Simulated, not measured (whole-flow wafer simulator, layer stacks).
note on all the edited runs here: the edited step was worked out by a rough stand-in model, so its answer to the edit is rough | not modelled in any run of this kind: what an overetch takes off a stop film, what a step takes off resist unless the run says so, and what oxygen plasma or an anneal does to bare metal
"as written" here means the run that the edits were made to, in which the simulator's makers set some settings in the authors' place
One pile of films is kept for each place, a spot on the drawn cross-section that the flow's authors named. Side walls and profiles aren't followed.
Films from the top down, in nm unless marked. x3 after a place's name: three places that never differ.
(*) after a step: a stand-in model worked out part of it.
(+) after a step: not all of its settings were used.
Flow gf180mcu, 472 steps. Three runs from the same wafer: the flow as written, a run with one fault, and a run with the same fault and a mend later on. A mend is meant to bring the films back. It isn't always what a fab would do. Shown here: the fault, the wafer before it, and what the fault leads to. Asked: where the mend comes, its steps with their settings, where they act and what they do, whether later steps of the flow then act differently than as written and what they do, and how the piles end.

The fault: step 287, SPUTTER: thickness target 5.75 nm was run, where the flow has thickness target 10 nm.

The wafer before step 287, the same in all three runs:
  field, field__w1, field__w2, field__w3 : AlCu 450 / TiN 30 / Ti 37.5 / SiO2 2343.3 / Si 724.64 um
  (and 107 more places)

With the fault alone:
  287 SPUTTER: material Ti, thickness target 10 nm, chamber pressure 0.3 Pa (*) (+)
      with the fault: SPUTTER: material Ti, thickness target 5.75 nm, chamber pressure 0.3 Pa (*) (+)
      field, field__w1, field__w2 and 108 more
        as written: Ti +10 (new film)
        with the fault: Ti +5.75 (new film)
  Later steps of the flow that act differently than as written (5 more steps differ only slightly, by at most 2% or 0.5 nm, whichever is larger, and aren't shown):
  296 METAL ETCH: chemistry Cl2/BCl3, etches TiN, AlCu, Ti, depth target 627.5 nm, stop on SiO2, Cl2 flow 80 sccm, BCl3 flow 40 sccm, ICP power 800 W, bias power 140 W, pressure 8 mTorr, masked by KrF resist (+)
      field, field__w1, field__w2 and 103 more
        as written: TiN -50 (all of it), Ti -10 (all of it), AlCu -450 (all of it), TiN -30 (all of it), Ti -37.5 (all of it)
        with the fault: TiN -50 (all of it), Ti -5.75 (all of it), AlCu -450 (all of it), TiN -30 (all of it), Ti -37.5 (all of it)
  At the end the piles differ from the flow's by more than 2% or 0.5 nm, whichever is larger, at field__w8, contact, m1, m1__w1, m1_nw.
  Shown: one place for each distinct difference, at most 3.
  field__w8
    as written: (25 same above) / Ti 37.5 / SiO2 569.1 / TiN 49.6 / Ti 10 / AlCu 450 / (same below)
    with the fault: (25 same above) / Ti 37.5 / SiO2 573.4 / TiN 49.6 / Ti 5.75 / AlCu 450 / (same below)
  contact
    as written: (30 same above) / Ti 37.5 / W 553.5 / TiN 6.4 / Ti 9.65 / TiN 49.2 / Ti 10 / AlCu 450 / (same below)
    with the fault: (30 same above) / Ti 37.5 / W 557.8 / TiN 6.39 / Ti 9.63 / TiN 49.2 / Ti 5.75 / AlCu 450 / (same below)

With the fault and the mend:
  The mend comes after step 287.
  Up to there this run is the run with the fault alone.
  287a SPUTTER: material Ti, thickness target 4.25 nm, chamber pressure 0.3 Pa (*) (+) (the flow's step 287 once more, with other settings)
      field, field__w1, field__w2 and 108 more
        Ti +4.25
  No later step of the flow acts differently than as written at any place that is followed.
  At the end the piles are the same as the flow's at every place that both follow.
